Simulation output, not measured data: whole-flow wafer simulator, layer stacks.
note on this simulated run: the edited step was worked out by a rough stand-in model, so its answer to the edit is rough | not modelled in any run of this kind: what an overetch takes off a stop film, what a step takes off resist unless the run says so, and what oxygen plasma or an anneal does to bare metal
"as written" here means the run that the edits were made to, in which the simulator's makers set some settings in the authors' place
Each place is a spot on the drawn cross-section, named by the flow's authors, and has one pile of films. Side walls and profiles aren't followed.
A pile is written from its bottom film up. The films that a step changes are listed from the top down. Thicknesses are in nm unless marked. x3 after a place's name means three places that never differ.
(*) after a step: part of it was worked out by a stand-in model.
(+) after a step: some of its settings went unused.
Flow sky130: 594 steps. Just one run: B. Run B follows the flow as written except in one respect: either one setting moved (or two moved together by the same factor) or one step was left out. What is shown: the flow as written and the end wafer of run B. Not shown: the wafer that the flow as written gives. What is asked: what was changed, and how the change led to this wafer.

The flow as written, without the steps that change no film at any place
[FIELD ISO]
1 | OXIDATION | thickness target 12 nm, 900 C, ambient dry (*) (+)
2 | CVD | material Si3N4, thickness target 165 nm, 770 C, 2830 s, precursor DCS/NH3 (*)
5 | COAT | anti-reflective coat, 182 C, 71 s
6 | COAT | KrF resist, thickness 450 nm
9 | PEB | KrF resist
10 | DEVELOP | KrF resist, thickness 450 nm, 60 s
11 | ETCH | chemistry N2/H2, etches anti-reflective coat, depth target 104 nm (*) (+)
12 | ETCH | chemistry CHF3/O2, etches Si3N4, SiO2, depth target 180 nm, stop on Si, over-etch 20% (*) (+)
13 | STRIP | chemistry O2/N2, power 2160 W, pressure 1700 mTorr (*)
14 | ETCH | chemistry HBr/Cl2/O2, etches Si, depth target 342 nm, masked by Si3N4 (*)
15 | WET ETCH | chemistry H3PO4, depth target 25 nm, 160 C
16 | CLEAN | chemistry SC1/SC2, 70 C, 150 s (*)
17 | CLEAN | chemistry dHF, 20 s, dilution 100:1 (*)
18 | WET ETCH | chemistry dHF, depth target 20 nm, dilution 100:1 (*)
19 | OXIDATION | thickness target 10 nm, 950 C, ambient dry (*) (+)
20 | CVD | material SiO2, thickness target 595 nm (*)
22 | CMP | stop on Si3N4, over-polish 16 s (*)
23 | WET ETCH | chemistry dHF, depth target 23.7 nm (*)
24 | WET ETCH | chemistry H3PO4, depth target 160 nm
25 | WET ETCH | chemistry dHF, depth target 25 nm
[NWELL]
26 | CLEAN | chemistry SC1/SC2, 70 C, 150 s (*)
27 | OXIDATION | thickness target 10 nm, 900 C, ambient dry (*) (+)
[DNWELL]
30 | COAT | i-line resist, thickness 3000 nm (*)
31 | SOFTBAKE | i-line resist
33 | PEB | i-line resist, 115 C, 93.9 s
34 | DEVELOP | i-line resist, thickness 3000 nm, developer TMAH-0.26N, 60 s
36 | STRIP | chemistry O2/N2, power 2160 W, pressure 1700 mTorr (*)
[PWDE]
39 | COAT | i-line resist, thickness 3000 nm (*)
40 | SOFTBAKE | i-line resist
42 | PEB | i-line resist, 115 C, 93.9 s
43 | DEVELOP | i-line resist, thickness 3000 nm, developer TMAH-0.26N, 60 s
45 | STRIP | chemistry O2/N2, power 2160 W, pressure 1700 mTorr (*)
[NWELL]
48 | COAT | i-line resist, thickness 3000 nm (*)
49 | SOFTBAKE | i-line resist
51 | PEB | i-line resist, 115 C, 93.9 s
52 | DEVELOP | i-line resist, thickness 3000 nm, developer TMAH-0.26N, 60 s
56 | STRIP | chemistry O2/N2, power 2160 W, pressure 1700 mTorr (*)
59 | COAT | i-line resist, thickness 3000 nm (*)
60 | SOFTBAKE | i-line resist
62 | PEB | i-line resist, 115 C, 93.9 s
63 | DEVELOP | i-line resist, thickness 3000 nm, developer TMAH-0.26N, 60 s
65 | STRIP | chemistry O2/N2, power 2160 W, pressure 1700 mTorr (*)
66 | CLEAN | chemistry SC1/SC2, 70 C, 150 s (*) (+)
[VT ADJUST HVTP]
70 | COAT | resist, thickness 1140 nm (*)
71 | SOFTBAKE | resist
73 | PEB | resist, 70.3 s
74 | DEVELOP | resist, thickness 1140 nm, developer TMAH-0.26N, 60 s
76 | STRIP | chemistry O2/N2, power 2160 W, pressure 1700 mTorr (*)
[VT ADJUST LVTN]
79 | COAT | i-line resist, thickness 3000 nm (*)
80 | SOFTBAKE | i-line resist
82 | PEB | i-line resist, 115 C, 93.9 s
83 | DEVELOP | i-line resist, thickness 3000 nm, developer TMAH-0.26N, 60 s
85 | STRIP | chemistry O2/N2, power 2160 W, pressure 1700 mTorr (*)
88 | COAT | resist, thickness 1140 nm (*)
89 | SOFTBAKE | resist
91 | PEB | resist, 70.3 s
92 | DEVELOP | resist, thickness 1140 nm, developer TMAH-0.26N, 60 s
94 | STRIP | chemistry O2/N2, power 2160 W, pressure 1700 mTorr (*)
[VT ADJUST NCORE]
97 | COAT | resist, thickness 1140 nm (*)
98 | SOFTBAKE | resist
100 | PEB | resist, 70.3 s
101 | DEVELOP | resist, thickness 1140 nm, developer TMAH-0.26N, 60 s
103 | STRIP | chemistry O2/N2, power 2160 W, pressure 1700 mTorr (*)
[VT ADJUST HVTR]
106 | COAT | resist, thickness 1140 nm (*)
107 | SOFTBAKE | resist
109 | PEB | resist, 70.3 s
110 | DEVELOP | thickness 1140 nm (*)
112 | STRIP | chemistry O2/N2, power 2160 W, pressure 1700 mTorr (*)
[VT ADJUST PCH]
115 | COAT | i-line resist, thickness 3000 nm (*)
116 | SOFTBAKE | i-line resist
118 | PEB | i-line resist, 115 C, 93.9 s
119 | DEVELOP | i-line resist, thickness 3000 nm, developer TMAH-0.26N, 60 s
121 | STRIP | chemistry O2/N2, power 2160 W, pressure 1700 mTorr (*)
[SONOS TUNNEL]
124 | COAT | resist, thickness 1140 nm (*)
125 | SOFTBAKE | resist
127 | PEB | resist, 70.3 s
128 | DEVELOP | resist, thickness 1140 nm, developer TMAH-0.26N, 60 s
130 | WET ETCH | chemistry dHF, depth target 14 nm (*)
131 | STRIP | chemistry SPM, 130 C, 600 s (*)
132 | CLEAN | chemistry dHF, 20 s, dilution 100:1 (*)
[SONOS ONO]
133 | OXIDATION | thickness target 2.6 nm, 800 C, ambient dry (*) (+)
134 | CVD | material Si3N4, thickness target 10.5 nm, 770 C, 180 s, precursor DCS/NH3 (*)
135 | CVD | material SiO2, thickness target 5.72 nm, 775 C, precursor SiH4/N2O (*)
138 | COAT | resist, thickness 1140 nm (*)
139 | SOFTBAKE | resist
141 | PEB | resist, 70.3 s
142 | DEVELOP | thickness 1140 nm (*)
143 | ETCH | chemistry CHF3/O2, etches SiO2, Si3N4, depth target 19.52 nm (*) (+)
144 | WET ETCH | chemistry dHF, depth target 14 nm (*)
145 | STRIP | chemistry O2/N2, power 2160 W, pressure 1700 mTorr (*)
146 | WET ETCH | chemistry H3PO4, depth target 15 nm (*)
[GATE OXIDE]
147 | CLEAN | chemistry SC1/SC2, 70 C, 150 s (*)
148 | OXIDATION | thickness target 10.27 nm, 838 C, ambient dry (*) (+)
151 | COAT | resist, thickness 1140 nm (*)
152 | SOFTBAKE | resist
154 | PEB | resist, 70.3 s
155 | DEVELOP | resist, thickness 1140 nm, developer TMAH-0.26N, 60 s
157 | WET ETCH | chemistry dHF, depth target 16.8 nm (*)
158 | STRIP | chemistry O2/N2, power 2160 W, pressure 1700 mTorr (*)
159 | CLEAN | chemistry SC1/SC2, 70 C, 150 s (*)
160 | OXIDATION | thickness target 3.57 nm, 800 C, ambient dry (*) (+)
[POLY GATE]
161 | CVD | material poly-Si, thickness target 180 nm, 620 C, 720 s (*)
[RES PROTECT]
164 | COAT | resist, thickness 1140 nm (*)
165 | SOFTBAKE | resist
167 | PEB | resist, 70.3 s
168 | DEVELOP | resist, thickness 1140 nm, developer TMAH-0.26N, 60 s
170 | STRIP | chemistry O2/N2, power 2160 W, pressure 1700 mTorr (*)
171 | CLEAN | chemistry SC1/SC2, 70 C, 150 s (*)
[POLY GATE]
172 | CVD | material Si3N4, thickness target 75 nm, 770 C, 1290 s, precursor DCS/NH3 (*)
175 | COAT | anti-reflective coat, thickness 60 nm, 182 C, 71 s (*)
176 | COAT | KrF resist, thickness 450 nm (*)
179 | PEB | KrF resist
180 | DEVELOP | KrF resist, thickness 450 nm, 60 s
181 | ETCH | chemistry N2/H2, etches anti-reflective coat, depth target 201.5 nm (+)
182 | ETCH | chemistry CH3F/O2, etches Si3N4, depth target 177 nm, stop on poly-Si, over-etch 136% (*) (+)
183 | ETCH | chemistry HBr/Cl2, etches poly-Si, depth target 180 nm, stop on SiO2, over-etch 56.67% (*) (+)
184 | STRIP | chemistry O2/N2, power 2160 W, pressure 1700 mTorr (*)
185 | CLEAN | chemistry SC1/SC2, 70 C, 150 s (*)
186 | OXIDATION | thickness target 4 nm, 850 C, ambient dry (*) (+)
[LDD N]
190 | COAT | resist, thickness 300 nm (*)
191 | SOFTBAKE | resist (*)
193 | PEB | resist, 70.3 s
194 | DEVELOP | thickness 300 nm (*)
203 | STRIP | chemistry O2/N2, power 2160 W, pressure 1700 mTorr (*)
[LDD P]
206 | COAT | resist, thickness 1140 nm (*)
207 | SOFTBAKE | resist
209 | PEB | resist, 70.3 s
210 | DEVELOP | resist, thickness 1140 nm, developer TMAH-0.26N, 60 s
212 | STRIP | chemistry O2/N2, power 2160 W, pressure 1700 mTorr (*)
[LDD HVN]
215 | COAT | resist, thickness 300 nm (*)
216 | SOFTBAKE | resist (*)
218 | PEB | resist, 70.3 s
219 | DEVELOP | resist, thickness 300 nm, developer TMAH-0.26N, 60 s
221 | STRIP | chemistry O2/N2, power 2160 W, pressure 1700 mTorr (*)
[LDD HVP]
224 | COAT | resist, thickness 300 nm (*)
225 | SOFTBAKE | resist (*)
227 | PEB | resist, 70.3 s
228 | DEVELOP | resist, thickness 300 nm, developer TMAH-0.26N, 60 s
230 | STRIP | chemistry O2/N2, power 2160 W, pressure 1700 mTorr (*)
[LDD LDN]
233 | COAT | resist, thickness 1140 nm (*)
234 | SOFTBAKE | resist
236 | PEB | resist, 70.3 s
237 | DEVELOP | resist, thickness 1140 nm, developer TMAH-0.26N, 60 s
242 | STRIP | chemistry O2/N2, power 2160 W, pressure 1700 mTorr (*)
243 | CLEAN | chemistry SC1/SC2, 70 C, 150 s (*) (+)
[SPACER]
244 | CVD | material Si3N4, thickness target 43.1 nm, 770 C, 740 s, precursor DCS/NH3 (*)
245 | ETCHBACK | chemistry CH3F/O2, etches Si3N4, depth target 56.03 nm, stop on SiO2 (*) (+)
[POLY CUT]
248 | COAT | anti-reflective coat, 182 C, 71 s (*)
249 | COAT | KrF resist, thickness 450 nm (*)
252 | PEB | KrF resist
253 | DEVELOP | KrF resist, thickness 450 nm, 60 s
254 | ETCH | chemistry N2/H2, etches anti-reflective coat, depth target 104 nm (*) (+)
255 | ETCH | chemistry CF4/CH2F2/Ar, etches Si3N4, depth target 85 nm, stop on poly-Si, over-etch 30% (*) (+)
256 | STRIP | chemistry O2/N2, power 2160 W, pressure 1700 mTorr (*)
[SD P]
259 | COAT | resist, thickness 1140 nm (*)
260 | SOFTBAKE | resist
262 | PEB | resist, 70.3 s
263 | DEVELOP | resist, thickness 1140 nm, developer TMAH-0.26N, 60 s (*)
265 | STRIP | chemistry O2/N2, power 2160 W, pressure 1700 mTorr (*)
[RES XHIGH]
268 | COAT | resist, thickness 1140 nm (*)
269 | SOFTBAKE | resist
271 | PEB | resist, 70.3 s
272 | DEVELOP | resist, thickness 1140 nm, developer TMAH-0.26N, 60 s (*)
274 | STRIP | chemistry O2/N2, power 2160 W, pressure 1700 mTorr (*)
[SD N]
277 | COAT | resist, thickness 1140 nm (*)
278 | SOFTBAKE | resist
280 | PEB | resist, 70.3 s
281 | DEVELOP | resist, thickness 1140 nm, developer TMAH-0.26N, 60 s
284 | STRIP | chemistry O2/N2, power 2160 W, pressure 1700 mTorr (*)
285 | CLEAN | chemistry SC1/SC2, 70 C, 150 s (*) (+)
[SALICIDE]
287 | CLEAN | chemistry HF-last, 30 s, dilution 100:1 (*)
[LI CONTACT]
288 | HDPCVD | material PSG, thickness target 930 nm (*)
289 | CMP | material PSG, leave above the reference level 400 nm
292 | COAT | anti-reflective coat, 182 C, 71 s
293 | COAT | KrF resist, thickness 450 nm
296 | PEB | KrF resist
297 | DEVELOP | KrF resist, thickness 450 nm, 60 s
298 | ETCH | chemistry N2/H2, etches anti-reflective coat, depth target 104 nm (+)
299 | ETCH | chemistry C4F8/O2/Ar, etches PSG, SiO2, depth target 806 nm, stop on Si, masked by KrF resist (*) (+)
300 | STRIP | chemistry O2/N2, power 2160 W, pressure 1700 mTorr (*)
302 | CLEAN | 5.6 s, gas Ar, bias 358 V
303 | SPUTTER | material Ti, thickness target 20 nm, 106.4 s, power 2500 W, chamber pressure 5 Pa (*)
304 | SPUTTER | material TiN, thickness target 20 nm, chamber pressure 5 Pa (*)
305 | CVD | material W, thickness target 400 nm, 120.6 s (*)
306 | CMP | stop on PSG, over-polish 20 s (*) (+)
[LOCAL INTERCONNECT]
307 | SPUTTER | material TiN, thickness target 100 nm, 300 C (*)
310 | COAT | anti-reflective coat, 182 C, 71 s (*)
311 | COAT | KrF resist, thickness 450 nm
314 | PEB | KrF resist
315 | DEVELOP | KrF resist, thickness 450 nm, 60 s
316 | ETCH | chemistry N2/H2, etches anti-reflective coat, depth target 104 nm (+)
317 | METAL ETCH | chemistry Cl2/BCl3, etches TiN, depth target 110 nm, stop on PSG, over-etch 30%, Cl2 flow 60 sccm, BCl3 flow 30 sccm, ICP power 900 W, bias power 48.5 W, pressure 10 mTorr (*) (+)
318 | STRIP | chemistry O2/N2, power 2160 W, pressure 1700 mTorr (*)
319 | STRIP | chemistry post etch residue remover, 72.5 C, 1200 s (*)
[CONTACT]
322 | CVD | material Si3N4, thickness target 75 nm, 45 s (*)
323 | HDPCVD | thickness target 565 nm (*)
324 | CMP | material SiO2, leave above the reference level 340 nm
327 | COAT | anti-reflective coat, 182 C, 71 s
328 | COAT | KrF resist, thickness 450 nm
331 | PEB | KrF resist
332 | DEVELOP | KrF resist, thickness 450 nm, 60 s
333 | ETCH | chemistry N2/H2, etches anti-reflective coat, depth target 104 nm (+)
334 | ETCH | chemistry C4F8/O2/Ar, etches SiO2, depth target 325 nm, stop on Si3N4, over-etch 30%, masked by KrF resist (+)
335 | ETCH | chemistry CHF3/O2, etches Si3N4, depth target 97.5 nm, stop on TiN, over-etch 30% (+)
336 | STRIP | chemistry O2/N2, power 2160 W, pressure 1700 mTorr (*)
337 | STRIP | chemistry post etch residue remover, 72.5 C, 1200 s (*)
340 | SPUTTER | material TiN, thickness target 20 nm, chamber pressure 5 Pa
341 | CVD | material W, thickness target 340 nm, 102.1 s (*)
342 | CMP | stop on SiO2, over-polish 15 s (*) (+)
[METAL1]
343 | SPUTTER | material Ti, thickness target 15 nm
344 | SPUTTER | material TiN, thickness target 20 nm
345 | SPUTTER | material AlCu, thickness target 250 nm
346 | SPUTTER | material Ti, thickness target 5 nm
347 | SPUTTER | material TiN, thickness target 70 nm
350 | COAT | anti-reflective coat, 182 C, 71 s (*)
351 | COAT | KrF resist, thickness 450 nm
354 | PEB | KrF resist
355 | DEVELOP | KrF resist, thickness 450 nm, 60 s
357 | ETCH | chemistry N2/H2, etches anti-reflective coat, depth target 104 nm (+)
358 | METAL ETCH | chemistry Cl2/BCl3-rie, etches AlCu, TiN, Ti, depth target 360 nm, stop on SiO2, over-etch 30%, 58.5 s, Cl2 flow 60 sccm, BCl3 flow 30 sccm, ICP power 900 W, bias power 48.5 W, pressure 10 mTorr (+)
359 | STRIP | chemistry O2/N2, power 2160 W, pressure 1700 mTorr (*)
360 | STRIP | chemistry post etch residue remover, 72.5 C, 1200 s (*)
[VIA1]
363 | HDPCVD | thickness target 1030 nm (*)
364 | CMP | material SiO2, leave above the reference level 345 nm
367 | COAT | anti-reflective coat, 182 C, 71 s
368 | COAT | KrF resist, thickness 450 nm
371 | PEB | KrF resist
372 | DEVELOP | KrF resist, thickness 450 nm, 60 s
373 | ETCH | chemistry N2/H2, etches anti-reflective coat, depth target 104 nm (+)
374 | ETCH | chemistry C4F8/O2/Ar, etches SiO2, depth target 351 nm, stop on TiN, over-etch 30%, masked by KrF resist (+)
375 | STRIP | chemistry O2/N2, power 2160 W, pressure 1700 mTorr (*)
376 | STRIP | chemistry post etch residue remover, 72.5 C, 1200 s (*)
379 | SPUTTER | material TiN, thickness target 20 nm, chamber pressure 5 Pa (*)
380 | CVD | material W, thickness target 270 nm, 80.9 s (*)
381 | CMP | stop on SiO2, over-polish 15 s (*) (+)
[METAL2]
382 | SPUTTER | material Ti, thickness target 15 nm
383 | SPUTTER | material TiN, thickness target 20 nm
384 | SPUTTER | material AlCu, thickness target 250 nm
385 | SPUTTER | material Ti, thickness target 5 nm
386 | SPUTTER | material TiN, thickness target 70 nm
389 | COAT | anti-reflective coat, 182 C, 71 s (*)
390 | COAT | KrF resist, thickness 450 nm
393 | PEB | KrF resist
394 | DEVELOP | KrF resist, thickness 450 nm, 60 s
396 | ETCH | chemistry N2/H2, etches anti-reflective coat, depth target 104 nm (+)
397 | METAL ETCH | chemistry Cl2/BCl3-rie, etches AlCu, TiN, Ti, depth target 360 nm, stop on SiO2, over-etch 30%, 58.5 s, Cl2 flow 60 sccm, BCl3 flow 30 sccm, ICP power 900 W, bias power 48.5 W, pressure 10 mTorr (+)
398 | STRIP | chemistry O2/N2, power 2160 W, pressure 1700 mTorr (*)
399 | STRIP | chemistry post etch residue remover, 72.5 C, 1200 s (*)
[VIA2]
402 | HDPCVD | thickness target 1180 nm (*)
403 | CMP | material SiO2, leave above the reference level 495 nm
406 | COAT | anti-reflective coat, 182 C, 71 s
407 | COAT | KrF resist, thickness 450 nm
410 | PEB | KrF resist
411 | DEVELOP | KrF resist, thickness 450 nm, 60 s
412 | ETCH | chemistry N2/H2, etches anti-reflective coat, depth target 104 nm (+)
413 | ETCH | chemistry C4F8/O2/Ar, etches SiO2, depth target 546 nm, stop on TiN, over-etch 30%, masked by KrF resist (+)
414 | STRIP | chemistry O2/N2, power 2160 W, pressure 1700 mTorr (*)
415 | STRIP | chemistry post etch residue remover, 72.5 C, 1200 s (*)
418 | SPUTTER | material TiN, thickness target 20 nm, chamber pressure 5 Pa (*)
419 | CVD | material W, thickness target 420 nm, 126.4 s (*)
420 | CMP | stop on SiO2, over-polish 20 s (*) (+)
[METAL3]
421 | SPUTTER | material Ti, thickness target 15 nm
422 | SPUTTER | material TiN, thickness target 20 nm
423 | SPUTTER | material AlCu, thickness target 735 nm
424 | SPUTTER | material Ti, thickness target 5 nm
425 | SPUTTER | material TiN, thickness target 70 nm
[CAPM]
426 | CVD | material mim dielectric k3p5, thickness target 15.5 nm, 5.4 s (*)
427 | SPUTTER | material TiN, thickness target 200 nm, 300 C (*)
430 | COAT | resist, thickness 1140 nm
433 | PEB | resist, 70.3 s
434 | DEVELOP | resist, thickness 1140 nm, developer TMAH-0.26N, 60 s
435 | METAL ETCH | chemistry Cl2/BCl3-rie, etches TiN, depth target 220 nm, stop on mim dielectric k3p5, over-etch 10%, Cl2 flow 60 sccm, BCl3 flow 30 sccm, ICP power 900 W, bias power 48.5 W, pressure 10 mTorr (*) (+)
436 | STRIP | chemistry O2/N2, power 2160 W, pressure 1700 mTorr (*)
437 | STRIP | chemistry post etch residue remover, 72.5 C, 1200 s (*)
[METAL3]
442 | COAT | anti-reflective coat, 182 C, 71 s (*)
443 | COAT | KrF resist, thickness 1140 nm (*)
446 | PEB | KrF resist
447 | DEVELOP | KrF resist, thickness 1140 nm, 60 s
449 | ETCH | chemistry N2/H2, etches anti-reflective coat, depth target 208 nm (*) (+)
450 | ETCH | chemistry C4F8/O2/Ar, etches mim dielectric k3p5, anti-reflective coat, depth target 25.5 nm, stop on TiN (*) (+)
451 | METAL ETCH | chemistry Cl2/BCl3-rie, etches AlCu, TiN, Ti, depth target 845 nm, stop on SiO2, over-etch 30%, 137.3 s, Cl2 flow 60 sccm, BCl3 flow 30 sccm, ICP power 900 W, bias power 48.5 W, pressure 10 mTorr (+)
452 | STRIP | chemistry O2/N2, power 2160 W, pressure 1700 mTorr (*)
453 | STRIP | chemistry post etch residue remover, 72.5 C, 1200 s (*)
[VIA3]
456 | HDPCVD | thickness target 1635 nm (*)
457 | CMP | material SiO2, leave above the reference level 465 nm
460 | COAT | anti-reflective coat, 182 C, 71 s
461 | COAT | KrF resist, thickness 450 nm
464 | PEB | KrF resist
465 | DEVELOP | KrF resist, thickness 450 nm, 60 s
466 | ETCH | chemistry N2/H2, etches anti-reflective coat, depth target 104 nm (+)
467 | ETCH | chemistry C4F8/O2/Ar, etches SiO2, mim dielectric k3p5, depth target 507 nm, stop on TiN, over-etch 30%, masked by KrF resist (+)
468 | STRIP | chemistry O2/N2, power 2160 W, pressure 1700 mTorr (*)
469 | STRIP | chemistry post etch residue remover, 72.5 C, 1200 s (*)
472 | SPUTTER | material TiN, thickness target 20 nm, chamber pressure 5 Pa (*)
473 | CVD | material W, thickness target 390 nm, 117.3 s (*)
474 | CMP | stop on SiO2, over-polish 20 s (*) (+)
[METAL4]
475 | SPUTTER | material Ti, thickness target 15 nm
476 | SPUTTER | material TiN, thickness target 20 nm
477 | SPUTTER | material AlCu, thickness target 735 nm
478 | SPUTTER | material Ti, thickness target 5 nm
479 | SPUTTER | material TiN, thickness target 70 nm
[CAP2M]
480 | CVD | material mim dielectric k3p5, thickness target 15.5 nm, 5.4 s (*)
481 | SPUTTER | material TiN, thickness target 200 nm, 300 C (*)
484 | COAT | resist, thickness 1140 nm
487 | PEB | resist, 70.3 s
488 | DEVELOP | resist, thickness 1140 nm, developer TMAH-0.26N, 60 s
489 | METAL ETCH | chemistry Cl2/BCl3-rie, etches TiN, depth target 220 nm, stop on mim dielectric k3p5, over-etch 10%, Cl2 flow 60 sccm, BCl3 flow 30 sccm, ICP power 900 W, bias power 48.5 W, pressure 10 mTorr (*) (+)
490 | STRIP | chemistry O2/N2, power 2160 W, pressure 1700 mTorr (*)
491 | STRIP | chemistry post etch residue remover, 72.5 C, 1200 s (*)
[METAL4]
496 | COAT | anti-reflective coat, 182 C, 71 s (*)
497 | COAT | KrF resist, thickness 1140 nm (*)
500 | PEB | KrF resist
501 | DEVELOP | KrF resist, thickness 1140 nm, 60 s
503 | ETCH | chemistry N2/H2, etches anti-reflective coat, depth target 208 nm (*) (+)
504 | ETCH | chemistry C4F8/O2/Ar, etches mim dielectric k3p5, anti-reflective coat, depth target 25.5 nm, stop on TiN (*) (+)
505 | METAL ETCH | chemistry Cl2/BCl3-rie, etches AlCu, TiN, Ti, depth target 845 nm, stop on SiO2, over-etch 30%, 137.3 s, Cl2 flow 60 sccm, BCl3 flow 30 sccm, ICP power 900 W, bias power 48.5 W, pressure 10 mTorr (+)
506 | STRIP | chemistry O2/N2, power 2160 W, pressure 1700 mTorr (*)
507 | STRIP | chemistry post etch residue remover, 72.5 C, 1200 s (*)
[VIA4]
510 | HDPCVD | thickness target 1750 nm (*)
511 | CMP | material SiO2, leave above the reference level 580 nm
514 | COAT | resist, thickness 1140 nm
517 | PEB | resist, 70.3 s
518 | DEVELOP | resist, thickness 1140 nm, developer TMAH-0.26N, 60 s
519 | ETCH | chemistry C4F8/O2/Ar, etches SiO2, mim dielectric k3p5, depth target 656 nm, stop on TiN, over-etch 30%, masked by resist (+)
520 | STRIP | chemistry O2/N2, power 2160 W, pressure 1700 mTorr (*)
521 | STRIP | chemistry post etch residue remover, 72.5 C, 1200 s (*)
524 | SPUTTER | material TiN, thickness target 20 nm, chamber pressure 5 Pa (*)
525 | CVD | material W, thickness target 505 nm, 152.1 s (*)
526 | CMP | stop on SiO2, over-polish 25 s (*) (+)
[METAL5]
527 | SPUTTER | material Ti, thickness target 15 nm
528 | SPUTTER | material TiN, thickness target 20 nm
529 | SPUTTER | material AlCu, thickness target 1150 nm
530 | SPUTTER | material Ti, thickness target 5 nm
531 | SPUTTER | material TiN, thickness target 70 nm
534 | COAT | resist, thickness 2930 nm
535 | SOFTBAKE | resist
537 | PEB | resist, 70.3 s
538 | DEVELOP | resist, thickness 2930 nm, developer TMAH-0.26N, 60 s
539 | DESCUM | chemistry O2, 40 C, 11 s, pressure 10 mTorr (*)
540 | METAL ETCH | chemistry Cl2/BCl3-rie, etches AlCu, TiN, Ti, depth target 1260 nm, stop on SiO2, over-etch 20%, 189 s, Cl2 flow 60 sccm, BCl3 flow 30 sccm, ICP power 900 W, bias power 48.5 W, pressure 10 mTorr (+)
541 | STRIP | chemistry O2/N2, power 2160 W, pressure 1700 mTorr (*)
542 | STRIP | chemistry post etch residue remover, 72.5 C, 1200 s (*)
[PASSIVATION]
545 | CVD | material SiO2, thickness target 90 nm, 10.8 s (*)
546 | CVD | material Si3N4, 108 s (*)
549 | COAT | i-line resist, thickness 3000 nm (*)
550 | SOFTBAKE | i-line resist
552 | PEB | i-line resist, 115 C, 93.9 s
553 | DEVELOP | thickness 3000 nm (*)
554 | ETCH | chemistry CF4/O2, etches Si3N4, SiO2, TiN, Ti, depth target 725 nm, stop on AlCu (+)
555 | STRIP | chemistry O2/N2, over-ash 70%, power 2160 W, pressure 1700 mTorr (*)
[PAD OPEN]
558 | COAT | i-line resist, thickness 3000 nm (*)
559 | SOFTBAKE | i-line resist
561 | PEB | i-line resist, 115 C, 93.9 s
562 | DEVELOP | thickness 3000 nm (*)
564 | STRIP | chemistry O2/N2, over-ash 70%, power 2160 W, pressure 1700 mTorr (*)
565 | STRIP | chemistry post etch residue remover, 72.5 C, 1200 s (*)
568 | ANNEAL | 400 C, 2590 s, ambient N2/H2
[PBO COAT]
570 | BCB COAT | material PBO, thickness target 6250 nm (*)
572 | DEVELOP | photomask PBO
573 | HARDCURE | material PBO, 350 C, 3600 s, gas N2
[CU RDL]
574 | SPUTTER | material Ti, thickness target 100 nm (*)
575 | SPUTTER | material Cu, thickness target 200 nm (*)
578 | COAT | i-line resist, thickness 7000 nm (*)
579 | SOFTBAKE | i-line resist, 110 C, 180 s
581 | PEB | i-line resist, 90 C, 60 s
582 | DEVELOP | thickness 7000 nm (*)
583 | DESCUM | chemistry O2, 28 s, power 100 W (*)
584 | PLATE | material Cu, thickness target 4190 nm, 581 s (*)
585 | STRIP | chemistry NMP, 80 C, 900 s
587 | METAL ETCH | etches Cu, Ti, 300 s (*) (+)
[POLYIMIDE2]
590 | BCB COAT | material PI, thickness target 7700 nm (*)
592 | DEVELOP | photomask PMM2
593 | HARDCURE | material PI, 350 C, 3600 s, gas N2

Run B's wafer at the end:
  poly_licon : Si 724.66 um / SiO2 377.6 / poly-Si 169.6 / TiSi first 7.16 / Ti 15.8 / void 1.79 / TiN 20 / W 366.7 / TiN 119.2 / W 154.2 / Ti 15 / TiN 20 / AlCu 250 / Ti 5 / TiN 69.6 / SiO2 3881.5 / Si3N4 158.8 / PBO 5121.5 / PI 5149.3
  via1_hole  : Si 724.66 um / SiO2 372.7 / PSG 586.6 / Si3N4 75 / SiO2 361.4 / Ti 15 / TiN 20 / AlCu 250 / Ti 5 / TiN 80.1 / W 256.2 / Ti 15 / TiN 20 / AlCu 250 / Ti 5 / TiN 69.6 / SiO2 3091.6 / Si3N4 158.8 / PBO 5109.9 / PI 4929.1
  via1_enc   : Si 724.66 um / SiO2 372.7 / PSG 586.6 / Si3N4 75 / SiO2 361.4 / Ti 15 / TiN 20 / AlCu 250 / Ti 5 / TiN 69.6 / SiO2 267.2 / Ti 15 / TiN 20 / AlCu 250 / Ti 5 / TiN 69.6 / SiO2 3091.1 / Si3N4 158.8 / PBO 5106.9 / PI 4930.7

What caused this: step 341, CVD: thickness target 153 nm was run, while the flow as written has thickness target 340 nm; step 341, CVD: 45.95 s was run, where the flow has 102.1 s.

How this came from the change, step by step:
  341 | CVD | material W, thickness target 340 nm, 102.1 s (*)
      field, active, n_well and 185 more: +154.2 W (new film) (in the flow as written it would be: +340 W (new film))
      ndiff_licon_cpp, rpo_hd_licon: +504.7 W (new film) (in the flow as written it would be: +690.5 W (new film))
      (as well as at 1 more place)
  342 | CMP | stop on SiO2, over-polish 15 s (*) (+)
      poly_licon: nothing (in the flow as written it would be: -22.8 W)
      field, active, n_well and 184 more: -154.2 W (all of it), -20 TiN (all of it), -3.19 SiO2 (in the flow as written it would be: -340 W (all of it), -20 TiN (all of it), -3.19 SiO2)
      (as well as at 3 more places)
  350 | COAT | anti-reflective coat, 182 C, 71 s (*)
      poly_licon: +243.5 anti-reflective coat (new film) (in the flow as written it would be: +80.5 anti-reflective coat (new film))
  359 | STRIP | chemistry O2/N2, power 2160 W, pressure 1700 mTorr (*)
      poly_licon: -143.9 KrF resist (all of it), -243.5 anti-reflective coat (all of it) (in the flow as written it would be: -143.9 KrF resist (all of it), -80.5 anti-reflective coat (all of it))
  364 | CMP | material SiO2, leave above the reference level 345 nm
      poly_licon: -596 SiO2 (in the flow as written it would be: -759 SiO2)
